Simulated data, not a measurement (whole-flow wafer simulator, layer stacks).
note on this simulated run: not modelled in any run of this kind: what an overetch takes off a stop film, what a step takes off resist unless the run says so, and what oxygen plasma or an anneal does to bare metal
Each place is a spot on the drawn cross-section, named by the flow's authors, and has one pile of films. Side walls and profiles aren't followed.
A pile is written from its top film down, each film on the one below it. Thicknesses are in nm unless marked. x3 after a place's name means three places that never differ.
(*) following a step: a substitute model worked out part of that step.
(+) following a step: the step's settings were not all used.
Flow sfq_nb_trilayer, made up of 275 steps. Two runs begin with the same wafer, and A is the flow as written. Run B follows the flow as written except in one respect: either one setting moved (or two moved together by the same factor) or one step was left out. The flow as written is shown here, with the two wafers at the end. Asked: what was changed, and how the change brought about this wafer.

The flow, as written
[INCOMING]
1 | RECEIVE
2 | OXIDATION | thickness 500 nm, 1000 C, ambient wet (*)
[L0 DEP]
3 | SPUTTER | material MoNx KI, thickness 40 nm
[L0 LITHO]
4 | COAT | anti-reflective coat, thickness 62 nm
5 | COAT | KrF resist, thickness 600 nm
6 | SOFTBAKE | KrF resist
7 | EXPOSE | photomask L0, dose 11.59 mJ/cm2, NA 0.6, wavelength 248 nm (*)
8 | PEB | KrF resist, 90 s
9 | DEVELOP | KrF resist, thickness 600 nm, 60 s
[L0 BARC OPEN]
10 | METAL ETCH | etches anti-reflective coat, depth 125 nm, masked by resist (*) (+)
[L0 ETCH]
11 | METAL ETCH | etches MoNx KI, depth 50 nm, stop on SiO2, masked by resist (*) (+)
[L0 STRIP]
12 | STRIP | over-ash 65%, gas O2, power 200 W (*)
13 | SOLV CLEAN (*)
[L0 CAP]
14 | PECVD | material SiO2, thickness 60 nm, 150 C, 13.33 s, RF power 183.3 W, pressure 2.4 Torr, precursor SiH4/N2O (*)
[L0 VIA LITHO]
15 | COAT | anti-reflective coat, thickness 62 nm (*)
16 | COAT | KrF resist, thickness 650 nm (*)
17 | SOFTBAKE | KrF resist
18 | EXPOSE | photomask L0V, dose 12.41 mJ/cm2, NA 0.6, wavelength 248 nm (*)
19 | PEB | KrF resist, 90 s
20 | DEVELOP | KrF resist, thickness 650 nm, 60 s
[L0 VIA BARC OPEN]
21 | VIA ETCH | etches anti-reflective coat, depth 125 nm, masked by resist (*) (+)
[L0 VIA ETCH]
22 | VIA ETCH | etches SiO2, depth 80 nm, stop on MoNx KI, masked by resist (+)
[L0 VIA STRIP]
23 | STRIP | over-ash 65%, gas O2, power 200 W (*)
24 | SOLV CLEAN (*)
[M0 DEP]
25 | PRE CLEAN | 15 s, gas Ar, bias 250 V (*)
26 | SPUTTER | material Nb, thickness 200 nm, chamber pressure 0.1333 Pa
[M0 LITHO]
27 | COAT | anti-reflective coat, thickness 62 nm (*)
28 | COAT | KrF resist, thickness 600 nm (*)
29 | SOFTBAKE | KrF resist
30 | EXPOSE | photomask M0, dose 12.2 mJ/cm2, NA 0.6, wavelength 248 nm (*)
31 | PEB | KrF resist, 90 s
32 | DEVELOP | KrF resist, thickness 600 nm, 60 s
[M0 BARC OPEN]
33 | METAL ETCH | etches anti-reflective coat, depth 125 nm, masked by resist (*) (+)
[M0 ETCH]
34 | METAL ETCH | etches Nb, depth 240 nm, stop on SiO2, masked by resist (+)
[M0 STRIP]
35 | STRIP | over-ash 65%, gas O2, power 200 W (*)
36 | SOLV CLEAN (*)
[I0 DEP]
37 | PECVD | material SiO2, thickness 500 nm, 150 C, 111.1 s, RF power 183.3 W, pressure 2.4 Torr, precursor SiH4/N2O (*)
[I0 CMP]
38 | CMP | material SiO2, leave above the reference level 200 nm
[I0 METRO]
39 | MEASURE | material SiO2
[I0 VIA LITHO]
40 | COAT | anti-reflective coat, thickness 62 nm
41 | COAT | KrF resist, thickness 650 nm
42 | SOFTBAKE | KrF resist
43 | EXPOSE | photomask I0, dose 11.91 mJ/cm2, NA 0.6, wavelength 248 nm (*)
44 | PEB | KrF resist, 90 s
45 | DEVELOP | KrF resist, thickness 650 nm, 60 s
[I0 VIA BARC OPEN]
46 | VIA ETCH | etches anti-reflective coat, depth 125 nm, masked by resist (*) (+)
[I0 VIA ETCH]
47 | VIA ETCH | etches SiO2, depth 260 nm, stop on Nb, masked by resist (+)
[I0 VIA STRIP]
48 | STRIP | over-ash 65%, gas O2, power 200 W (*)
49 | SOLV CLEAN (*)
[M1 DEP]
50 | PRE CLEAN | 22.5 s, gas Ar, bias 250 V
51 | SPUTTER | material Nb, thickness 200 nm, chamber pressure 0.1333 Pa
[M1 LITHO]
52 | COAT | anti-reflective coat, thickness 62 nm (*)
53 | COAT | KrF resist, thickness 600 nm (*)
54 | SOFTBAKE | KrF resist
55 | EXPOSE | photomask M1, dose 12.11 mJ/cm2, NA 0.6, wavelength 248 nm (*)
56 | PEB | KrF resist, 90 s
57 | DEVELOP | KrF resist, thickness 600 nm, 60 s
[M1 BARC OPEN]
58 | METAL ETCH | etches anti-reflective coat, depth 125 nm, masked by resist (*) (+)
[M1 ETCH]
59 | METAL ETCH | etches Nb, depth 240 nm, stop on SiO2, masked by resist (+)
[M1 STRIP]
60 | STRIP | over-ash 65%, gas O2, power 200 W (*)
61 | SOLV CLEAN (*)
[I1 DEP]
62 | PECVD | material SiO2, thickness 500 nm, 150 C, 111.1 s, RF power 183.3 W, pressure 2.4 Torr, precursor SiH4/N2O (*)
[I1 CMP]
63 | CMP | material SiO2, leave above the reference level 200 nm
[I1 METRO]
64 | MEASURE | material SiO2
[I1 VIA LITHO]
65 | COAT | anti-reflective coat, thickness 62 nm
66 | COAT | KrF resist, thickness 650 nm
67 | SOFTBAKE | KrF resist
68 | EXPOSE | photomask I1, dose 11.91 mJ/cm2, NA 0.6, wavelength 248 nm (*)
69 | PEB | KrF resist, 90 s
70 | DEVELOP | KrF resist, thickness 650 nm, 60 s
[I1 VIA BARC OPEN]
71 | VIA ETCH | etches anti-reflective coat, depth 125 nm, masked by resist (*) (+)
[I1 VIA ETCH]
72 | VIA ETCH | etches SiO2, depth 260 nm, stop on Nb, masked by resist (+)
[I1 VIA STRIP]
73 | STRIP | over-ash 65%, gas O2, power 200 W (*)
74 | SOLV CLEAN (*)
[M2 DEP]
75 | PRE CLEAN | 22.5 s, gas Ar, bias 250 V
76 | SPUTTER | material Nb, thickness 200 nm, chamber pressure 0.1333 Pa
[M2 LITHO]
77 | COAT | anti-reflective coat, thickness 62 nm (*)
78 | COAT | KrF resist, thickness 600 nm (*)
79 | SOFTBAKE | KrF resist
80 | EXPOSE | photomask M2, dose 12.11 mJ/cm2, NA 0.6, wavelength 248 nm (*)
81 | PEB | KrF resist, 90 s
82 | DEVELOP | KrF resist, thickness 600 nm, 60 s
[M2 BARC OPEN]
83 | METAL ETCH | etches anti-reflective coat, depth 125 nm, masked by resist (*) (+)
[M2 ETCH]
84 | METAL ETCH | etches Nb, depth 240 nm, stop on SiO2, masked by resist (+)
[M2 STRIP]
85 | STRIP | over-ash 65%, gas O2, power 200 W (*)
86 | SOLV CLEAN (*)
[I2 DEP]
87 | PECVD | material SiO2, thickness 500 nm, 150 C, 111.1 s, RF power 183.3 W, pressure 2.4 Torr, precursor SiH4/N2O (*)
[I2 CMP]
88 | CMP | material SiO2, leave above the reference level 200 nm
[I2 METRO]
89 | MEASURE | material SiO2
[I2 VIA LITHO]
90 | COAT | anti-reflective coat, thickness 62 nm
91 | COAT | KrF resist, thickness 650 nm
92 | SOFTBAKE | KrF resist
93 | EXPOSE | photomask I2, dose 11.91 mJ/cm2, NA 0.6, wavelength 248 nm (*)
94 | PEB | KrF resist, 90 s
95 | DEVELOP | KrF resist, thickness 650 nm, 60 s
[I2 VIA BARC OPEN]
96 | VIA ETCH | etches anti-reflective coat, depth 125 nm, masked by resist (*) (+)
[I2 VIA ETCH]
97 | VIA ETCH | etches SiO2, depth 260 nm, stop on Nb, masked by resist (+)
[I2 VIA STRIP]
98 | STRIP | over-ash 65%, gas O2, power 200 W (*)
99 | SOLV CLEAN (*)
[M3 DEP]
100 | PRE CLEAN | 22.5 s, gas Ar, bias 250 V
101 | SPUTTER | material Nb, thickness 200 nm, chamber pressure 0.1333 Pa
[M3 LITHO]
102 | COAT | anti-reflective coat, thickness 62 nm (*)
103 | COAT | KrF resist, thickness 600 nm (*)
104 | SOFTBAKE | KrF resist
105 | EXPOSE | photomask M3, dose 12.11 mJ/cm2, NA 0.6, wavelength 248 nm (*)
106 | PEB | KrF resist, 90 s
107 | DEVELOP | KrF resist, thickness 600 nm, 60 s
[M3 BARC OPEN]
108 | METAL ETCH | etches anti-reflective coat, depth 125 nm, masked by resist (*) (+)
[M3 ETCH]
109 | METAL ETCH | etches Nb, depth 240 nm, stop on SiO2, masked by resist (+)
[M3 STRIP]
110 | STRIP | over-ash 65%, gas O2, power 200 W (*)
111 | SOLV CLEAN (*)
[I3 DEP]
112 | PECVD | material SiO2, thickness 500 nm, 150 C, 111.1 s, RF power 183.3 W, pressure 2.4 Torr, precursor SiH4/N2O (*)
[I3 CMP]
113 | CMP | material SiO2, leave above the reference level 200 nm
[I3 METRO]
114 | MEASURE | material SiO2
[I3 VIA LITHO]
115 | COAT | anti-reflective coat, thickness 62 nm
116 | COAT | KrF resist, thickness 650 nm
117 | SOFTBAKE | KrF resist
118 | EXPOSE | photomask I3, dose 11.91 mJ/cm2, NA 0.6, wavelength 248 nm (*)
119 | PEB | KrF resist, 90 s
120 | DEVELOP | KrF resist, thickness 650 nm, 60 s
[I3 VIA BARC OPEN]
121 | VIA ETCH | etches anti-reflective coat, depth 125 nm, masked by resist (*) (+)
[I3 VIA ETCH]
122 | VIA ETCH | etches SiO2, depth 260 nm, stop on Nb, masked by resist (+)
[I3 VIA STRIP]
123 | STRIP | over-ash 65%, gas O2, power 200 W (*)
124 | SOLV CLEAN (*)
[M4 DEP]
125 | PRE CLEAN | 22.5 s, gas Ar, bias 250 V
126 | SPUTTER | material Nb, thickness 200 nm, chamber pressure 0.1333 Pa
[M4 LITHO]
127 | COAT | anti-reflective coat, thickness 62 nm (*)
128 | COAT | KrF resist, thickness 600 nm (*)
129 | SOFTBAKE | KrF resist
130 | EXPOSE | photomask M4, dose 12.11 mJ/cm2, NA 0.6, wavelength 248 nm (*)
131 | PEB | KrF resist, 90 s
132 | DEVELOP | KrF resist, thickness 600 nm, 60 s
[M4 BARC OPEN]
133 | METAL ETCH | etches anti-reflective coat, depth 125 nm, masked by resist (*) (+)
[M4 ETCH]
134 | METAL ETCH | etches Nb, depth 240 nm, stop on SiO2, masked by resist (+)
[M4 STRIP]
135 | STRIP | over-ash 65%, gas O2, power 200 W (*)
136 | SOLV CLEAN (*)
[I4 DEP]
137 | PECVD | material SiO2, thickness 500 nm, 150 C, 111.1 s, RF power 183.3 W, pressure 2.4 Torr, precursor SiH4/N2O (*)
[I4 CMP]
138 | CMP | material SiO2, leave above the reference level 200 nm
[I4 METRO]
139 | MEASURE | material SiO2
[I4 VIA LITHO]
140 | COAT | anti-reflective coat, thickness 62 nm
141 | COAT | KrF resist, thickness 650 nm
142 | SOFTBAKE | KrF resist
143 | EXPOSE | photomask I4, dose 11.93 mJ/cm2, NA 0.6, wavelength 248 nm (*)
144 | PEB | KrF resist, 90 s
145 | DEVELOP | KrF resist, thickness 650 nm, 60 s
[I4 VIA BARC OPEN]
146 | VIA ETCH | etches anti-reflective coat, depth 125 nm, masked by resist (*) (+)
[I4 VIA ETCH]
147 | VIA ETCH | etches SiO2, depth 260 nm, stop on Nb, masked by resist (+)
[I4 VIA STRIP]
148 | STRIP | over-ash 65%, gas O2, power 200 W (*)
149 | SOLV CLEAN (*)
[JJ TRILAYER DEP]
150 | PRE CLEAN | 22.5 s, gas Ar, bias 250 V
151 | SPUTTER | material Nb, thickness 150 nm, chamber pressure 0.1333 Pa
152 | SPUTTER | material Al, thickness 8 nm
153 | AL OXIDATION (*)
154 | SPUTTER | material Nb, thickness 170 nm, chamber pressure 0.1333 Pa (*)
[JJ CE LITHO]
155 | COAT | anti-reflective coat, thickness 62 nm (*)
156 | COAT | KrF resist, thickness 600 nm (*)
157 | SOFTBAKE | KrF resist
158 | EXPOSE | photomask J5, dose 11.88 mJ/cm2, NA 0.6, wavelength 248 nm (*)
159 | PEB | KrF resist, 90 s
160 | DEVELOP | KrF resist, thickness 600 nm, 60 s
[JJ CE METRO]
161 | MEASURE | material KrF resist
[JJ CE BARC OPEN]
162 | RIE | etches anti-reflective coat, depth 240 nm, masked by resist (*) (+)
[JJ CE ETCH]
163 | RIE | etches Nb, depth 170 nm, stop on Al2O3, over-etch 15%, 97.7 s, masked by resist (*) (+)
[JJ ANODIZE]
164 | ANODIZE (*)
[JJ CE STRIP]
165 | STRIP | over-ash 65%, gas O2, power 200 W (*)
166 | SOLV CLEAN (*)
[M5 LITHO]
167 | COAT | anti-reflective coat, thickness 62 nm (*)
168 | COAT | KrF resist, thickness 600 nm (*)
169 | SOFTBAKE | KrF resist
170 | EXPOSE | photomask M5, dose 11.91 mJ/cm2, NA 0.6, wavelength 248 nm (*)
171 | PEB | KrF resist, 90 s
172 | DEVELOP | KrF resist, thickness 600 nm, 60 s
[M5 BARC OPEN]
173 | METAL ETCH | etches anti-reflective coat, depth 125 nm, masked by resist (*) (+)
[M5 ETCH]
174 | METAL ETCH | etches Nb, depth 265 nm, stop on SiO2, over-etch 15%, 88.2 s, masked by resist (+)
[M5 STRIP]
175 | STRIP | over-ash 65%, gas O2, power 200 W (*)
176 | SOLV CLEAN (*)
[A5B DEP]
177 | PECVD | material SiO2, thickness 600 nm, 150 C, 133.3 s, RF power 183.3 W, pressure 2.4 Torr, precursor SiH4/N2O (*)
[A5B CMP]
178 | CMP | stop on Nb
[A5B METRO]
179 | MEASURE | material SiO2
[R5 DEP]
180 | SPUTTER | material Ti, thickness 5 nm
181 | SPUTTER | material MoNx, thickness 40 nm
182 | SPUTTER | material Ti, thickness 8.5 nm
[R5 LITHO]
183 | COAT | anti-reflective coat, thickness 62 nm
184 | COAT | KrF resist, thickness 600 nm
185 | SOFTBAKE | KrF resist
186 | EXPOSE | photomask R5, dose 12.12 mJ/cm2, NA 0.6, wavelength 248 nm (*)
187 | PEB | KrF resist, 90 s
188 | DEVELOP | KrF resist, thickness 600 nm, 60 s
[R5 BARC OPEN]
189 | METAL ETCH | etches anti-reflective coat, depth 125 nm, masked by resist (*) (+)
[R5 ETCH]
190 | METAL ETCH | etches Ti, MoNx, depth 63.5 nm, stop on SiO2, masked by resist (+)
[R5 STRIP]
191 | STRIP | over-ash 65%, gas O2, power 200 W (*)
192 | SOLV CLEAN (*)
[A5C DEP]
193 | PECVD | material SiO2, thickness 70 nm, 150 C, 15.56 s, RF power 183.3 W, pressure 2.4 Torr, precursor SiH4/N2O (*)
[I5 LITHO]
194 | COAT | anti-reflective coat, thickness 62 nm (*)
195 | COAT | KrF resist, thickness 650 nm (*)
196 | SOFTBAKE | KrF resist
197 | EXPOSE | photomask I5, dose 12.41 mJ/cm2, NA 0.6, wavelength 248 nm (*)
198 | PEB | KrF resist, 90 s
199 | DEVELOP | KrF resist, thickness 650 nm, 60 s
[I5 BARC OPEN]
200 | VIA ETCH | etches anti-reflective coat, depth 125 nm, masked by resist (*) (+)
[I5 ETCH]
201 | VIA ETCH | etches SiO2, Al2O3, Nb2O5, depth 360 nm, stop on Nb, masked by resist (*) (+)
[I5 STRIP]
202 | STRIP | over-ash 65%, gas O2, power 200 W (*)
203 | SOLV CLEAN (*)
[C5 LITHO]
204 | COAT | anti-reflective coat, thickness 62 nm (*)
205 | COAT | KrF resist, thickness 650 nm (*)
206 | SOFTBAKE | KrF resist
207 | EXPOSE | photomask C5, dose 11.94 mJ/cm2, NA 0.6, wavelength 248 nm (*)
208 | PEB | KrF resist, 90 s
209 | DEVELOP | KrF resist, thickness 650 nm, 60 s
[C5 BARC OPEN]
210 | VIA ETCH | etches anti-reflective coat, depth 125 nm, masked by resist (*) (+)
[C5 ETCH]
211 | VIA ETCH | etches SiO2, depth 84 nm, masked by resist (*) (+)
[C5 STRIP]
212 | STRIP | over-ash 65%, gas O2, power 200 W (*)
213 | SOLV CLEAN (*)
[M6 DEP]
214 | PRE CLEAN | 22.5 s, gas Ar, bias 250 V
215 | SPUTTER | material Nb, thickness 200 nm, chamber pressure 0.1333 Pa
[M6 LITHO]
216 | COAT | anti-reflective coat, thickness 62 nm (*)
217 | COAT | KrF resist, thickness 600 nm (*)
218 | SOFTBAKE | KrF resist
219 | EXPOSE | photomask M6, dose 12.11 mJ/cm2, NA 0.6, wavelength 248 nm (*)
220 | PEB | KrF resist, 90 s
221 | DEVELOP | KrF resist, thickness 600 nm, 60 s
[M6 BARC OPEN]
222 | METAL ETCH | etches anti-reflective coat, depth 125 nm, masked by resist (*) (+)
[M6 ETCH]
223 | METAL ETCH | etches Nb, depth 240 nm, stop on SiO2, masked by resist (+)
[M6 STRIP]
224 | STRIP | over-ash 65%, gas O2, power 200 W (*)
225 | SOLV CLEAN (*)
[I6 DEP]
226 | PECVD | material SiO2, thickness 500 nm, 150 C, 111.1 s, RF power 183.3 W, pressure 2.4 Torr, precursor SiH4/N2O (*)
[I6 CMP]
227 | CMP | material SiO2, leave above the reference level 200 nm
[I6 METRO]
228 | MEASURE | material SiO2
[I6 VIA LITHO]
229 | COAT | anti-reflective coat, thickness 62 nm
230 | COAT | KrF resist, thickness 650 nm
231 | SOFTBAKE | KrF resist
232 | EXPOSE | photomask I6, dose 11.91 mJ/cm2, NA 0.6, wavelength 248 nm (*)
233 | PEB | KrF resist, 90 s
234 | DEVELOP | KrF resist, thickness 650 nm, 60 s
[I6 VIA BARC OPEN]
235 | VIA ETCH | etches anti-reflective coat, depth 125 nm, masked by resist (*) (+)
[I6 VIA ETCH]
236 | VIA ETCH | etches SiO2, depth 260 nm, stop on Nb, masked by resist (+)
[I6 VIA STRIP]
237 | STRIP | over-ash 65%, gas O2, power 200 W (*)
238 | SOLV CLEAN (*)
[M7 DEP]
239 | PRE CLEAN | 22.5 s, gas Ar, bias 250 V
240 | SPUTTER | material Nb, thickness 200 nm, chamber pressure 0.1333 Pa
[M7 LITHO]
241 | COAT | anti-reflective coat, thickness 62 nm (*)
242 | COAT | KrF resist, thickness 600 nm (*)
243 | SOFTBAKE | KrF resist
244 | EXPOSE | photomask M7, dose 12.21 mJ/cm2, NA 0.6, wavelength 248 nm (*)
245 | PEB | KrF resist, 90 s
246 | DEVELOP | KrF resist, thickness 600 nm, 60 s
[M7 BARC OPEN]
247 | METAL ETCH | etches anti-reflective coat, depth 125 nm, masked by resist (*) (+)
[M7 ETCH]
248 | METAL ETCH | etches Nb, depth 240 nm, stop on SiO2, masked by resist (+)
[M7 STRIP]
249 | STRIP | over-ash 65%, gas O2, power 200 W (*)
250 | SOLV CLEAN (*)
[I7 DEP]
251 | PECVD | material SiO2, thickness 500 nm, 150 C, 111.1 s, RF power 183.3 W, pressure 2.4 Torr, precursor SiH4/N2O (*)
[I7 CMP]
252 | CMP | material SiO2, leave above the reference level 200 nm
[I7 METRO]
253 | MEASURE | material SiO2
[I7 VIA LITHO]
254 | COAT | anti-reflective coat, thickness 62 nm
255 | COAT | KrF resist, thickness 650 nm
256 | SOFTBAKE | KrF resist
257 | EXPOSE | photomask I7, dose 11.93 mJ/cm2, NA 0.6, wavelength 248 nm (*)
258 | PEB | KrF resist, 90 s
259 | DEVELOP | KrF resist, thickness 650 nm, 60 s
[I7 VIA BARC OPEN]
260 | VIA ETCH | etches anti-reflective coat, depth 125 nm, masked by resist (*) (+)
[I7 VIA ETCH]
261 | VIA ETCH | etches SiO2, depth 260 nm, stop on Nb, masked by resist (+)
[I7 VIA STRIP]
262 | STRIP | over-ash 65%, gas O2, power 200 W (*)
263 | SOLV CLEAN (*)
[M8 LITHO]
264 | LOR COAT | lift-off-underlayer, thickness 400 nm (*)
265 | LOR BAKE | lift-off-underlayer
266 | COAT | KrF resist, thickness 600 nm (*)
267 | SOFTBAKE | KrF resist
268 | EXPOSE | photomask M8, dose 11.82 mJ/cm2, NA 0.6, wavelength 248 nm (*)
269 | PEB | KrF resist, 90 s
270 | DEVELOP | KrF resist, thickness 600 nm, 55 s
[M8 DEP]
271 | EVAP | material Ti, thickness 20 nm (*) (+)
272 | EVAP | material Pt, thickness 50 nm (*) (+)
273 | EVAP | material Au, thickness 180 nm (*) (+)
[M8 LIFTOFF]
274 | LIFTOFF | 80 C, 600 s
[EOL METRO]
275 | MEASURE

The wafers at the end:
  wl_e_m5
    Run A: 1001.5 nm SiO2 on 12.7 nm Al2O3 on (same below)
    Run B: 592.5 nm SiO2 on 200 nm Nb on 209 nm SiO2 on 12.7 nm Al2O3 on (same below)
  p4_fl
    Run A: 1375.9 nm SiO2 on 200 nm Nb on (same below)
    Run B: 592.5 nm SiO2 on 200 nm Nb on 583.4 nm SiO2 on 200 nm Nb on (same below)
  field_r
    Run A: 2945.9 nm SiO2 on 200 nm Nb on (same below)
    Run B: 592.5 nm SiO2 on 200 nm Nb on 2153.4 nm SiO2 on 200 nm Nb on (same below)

Cause: step 223, METAL ETCH: etches Nb, depth 240 nm, stop on SiO2, masked by resist (+), was skipped.

Step by step, how the change led to this:
  224 | STRIP | over-ash 65%, gas O2, power 200 W (*)
      wl_j_sl, wl_j_sr: A KrF resist loses 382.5 (all of it), anti-reflective coat loses 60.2 (all of it) | B KrF resist loses 523.7 (all of it), anti-reflective coat loses 60.2 (all of it)
      m6r_line_l, m6r_line_r: A KrF resist loses 382.4 (all of it), anti-reflective coat loses 62 (all of it) | B KrF resist loses 523.6 (all of it), anti-reflective coat loses 62 (all of it)
      (also at 23 further places)
  226 | PECVD | material SiO2, thickness 500 nm, 150 C, 111.1 s, RF power 183.3 W, pressure 2.4 Torr, precursor SiH4/N2O (*)
      field_l, p4_fl, p4_fm and 62 more: A SiO2 gains 500 | B SiO2 gains 500 (new film)
      moat, field_r, lsp_l, ln_m5, lsp_m: A SiO2 gains 493.6 | B SiO2 gains 500 (new film)
      (also at 9 further places)
  227 | CMP | material SiO2, leave above the reference level 200 nm
      field_l, p4_fl, p4_fm and 59 more: A SiO2 loses 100 | B SiO2 loses 300
      moat, field_r, lsp_l, ln_m5, lsp_m: A SiO2 loses 93.6 | B SiO2 loses 300
      (also at 12 further places)
If metal films that touch count as one body, wl_e_m5 has 7 bodies (between them, from the top down: SiO2 209 / Al2O3 12.7 / Nb2O5 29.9; SiO2 192.5; SiO2 192.5; SiO2 192.5; SiO2 192.5; SiO2 192.5); the flow as written gives 6 bodies (between them, from the top down: SiO2 192.5; SiO2 192.5; SiO2 192.5; SiO2 192.5; SiO2 192.5).
If metal films that touch count as one body, p4_fl has 3 bodies (between them, from the top down: SiO2 583.4; SiO2 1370); the flow as written gives 2 bodies (between them, from the top down: SiO2 1370).
If metal films that touch count as one body, field_r has 2 bodies (between them, from the top down: SiO2 2153.4); the flow as written gives 1 body.
